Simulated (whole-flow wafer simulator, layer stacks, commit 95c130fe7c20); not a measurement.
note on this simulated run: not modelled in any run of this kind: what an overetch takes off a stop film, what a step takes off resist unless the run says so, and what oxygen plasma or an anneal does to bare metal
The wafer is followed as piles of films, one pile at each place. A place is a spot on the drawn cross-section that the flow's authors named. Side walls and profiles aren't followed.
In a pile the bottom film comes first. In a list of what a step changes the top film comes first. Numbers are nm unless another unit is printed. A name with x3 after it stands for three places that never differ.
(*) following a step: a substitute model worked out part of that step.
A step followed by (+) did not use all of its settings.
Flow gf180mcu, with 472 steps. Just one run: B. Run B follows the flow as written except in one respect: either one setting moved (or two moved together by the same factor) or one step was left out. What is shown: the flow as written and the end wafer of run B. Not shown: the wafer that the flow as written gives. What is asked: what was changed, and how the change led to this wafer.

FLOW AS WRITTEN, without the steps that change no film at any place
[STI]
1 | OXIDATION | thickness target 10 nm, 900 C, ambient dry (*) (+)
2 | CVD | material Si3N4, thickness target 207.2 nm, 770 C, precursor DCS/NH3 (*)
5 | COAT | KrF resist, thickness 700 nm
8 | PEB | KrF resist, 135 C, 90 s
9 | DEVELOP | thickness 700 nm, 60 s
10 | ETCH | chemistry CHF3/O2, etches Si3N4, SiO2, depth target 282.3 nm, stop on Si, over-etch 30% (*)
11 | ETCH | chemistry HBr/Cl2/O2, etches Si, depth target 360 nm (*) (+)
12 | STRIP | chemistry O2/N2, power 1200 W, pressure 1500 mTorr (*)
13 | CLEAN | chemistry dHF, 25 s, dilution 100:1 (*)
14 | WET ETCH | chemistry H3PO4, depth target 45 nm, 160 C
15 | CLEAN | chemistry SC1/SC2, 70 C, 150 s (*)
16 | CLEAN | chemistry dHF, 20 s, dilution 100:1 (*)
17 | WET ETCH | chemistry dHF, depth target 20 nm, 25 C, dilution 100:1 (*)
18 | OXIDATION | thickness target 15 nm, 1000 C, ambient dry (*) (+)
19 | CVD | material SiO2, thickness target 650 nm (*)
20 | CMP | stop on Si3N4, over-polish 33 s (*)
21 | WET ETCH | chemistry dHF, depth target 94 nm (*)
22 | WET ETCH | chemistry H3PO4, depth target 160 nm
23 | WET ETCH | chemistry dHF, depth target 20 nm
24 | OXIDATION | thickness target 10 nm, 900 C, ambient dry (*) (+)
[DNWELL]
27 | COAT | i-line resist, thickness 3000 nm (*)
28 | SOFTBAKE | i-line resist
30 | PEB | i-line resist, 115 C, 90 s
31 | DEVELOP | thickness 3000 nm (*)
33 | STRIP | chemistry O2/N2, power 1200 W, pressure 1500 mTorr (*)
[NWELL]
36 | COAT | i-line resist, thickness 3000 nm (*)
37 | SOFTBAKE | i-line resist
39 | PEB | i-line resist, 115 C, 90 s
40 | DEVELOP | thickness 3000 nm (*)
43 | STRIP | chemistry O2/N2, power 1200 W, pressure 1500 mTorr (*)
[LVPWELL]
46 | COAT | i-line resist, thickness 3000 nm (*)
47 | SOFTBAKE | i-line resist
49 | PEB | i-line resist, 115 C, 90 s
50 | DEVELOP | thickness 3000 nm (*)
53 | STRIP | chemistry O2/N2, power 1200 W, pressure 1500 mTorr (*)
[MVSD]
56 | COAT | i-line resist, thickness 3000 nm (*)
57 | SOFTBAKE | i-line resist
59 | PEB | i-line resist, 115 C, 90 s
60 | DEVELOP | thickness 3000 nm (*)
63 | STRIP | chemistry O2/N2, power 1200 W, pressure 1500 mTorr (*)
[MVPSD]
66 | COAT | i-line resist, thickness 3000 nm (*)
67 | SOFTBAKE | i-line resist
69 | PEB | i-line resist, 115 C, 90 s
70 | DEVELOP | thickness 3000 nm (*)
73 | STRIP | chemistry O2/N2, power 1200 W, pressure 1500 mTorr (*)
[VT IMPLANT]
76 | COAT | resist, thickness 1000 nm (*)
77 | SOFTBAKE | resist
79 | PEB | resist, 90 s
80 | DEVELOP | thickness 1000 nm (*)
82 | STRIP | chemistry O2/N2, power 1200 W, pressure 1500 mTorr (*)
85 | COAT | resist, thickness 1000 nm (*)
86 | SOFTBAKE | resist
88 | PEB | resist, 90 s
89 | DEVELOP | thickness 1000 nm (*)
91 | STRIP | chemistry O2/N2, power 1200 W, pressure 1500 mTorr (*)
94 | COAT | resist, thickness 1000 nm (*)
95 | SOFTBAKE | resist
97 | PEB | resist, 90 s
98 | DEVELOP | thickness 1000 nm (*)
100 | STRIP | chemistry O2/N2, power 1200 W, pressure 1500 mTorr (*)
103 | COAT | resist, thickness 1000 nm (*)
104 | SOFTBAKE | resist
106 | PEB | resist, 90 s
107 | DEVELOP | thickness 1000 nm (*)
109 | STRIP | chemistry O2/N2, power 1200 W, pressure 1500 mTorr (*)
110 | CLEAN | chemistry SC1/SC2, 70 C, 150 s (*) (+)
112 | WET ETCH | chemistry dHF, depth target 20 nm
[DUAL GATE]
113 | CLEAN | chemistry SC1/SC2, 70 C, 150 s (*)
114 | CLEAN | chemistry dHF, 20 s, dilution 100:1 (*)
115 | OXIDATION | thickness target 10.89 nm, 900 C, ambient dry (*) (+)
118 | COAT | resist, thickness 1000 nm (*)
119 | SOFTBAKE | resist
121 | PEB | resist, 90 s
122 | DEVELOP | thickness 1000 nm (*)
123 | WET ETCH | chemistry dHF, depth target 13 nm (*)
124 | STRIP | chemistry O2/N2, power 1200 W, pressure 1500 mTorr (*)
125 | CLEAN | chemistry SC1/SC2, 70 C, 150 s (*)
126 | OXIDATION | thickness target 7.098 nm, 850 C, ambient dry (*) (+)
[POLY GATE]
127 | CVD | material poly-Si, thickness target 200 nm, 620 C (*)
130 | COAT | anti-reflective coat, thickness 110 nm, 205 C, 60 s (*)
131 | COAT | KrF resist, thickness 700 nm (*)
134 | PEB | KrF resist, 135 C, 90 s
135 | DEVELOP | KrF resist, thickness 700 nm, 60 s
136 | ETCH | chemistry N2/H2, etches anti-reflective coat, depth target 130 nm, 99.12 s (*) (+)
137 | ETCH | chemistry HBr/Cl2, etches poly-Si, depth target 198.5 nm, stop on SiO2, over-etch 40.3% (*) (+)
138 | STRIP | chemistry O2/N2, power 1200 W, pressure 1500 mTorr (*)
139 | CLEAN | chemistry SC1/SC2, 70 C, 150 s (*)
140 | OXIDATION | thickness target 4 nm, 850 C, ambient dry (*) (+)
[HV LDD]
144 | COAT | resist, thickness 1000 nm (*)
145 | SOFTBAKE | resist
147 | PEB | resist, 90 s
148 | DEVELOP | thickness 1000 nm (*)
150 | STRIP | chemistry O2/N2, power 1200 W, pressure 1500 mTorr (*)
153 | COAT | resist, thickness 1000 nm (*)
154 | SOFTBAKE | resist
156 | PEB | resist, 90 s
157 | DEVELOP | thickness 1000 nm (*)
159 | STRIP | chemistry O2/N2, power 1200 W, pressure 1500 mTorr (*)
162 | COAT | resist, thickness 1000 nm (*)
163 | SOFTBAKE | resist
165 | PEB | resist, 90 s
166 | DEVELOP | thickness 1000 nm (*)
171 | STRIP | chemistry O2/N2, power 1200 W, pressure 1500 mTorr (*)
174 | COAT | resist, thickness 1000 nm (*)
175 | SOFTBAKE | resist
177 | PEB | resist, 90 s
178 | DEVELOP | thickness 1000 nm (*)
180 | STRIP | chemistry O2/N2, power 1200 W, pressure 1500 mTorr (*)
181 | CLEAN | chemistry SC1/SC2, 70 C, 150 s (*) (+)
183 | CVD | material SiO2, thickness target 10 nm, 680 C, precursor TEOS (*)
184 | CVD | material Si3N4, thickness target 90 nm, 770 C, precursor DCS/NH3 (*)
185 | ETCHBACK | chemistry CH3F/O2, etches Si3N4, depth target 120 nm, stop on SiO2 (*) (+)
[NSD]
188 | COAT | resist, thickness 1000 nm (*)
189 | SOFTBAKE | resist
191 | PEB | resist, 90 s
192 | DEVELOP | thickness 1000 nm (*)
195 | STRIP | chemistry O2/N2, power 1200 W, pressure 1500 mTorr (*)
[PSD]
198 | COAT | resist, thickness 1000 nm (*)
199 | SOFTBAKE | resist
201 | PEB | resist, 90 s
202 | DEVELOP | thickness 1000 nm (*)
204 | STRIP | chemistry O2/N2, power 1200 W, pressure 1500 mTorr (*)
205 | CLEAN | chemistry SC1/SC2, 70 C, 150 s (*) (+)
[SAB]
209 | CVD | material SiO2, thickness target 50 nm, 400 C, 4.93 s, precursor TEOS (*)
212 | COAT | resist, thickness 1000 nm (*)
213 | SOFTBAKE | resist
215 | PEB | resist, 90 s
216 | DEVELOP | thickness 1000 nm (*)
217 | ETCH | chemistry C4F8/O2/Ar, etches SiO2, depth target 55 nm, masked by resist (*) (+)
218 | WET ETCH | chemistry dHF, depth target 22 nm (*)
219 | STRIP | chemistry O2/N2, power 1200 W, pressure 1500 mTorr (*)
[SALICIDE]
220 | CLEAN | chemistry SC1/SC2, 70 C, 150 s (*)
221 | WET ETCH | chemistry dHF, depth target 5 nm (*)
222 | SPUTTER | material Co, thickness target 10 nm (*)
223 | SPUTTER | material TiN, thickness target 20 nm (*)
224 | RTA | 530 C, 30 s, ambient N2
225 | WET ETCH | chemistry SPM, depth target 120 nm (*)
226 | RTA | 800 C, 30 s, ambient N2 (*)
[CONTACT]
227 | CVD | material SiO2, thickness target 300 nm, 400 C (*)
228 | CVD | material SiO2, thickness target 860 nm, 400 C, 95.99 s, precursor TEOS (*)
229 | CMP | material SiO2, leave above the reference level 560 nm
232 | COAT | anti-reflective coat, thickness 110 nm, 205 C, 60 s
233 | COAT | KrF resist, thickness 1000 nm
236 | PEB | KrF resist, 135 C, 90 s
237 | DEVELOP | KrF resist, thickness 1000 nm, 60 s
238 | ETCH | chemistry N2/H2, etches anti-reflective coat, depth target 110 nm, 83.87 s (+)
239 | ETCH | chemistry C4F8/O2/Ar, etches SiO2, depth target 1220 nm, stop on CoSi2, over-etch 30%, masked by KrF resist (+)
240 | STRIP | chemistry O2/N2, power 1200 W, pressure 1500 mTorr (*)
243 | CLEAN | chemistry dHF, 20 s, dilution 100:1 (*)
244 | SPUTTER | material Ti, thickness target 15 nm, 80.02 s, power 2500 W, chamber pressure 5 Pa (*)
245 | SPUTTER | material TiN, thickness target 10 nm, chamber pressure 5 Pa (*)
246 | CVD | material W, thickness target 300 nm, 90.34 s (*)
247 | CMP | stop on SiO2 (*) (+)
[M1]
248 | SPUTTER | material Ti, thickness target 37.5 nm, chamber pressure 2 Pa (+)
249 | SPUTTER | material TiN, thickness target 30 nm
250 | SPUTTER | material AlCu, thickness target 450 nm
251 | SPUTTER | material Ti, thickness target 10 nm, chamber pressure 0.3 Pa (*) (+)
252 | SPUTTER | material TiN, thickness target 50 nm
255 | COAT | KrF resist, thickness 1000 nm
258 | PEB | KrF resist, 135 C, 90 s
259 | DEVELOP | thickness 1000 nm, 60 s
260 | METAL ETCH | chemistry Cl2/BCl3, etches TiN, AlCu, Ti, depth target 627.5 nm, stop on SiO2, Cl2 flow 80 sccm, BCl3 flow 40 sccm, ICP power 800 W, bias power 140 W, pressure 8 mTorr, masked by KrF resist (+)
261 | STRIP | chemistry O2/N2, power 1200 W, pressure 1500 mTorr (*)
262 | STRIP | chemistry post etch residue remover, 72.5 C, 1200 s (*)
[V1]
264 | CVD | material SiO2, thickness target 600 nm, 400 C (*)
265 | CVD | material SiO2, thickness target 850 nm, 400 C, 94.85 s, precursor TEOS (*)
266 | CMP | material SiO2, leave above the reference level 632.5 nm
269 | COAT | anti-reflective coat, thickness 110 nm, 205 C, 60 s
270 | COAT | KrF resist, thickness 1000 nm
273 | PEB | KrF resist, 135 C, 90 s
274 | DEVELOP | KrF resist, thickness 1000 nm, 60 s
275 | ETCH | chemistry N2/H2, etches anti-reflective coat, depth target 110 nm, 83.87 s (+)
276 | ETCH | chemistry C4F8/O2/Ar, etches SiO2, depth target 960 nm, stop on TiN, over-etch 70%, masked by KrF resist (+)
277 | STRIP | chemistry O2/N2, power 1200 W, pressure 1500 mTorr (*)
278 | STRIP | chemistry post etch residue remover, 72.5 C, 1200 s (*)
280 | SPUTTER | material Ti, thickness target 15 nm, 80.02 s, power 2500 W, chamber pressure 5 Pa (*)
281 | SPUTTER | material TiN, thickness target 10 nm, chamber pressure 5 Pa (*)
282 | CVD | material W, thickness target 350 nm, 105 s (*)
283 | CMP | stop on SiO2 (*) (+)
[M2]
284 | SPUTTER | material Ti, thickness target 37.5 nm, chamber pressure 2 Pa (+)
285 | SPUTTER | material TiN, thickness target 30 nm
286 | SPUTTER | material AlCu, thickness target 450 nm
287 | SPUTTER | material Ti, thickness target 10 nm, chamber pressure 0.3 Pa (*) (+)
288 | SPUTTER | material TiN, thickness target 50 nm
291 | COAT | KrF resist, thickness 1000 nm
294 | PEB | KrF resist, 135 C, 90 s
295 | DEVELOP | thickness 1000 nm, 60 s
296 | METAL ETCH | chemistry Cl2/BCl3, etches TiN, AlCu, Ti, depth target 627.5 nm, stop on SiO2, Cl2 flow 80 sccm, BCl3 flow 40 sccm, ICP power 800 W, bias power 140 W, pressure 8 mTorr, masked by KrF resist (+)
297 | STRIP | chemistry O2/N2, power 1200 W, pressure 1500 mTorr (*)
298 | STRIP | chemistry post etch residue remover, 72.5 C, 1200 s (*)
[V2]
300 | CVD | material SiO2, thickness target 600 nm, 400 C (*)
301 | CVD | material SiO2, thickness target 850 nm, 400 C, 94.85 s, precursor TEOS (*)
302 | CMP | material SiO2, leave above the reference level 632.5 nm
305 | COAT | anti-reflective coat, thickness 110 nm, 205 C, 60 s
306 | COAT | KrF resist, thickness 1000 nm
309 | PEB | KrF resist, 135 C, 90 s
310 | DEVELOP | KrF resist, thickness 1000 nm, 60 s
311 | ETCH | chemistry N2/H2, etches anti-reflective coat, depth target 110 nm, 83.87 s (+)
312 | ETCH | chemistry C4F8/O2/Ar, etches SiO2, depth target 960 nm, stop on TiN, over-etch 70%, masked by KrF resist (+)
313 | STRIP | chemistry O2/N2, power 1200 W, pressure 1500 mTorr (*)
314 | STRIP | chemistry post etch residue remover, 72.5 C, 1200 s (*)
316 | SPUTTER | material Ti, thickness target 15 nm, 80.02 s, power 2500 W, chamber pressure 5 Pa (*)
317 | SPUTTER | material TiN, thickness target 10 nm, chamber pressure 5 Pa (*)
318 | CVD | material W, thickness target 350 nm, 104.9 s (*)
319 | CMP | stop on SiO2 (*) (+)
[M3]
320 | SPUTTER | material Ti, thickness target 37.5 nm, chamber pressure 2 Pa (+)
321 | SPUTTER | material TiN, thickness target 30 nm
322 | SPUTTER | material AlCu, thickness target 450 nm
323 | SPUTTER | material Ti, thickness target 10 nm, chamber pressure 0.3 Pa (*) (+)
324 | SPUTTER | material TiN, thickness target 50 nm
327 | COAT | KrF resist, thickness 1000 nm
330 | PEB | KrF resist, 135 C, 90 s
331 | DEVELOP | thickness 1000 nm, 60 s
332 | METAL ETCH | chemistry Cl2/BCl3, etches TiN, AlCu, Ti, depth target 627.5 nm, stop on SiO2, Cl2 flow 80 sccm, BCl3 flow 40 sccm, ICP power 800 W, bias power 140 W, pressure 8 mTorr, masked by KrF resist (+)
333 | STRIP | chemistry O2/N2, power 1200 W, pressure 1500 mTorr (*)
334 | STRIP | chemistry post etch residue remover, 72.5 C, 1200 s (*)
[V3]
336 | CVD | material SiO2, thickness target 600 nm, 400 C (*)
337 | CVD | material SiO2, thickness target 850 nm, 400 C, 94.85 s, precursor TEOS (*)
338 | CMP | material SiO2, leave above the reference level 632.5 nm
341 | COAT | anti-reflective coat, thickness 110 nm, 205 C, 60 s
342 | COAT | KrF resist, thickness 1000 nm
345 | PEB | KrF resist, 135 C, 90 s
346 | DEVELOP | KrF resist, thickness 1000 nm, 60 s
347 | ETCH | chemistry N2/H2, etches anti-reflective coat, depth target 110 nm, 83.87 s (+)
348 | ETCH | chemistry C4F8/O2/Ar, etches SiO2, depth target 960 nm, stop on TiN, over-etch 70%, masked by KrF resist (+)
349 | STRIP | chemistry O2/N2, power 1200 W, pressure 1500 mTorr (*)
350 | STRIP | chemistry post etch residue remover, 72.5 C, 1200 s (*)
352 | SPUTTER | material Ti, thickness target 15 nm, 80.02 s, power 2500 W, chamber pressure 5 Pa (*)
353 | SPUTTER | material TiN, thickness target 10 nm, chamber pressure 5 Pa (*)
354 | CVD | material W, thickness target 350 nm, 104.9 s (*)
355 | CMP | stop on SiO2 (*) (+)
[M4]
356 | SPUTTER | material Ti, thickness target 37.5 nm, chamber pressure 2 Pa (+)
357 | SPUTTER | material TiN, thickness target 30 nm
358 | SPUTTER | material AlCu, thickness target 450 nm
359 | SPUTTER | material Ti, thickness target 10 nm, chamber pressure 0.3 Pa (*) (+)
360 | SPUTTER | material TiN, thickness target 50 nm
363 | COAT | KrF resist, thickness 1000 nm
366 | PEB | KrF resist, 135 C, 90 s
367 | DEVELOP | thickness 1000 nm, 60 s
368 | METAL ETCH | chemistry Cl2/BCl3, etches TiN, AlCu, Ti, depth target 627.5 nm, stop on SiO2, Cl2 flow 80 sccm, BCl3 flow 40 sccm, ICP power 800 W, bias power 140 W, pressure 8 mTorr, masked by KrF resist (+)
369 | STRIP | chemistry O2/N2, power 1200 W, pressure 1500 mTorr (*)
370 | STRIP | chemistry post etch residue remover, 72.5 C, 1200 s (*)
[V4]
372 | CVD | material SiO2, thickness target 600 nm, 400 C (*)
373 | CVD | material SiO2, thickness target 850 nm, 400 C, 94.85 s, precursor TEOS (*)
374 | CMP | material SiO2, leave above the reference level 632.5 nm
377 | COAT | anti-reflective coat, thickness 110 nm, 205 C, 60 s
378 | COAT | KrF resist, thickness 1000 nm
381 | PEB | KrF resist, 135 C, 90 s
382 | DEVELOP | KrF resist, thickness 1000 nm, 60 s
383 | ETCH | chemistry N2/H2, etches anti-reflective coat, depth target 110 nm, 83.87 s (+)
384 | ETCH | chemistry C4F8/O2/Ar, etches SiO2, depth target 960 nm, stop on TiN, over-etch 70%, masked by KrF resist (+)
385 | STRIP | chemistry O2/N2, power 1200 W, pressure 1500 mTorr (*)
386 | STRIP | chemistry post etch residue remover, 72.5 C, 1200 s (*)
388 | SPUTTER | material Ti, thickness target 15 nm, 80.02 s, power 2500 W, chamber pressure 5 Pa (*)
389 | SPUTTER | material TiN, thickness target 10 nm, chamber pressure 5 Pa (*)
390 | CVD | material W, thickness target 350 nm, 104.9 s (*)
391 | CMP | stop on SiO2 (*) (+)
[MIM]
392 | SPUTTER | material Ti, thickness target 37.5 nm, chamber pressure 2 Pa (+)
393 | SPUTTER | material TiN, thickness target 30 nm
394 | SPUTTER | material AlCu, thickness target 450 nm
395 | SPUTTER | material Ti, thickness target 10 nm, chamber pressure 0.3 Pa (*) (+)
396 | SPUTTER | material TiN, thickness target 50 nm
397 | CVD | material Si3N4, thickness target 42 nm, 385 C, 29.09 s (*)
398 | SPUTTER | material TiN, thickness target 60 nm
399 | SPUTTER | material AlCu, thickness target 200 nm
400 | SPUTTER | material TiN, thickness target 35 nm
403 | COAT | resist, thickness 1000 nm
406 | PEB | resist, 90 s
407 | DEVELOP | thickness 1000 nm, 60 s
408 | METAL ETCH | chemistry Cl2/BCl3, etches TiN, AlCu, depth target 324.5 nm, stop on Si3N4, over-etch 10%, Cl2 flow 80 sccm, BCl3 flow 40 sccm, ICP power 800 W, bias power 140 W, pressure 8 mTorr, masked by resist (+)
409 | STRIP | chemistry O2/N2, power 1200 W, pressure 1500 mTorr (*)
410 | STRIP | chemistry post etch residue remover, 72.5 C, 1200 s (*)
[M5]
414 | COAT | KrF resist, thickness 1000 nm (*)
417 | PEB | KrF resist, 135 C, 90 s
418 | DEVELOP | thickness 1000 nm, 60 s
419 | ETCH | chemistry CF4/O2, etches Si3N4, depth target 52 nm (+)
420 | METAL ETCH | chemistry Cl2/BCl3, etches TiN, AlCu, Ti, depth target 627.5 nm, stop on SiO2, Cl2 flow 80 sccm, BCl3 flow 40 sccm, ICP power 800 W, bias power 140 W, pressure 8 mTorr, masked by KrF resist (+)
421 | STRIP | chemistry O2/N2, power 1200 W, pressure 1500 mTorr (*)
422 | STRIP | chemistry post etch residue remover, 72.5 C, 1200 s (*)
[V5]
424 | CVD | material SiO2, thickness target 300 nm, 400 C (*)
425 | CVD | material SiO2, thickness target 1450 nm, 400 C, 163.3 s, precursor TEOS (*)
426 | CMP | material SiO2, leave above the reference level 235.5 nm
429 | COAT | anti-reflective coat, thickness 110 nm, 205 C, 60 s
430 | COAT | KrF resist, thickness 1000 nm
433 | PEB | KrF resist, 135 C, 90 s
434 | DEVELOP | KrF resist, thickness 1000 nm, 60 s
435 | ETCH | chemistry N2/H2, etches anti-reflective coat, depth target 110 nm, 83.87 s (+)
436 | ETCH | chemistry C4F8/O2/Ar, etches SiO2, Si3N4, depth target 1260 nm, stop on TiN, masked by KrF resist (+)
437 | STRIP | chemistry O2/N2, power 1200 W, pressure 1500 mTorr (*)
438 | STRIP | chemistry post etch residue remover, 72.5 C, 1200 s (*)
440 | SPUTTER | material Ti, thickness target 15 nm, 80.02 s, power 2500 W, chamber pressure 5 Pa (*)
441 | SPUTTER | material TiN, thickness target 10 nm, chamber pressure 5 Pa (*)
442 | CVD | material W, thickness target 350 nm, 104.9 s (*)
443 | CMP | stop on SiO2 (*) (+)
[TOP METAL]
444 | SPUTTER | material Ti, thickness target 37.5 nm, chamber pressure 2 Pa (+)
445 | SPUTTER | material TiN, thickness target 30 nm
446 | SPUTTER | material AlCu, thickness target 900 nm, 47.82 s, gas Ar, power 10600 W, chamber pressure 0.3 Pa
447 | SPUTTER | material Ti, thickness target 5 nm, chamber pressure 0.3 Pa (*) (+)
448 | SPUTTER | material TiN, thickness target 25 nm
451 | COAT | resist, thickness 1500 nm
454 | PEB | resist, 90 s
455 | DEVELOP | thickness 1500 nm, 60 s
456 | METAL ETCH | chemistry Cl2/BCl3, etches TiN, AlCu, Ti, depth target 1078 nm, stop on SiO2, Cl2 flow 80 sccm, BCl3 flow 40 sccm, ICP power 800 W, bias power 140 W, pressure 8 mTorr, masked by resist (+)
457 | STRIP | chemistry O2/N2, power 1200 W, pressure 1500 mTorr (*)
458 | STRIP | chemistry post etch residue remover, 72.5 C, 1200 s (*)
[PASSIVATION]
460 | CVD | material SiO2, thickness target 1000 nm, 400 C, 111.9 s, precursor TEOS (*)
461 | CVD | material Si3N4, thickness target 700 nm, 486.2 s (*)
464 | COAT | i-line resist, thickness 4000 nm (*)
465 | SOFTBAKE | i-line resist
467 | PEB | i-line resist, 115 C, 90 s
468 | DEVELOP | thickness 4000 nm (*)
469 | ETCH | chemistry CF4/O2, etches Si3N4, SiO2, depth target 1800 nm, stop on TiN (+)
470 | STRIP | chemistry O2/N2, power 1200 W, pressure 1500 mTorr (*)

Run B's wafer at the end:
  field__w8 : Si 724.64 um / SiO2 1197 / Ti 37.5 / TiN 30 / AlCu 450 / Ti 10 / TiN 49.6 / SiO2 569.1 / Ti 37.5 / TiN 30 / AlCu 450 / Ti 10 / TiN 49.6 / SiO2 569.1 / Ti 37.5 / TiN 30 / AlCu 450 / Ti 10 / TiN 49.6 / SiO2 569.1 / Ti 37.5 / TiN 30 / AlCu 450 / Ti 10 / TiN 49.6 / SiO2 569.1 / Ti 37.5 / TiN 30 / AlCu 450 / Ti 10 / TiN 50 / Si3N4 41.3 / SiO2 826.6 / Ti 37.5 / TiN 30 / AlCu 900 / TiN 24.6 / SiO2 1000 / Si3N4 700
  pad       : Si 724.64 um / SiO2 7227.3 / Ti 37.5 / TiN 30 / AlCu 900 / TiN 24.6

The reason: step 447, SPUTTER: material Ti, thickness target 5 nm, chamber pressure 0.3 Pa (*) (+), was skipped.

How this came from the change, step by step:
  456 | METAL ETCH | chemistry Cl2/BCl3, etches TiN, AlCu, Ti, depth target 1078 nm, stop on SiO2, Cl2 flow 80 sccm, BCl3 flow 40 sccm, ICP power 800 W, bias power 140 W, pressure 8 mTorr, masked by resist (+)
      field, field__w1, field__w2 and 103 more: TiN loses 25 (all of it), AlCu loses 900 (all of it), TiN loses 30 (all of it), Ti loses 37.5 (all of it) (as written it would have been: TiN loses 25 (all of it), Ti loses 5 (all of it), AlCu loses 900 (all of it), TiN loses 30 (all of it), Ti loses 37.5 (all of it))
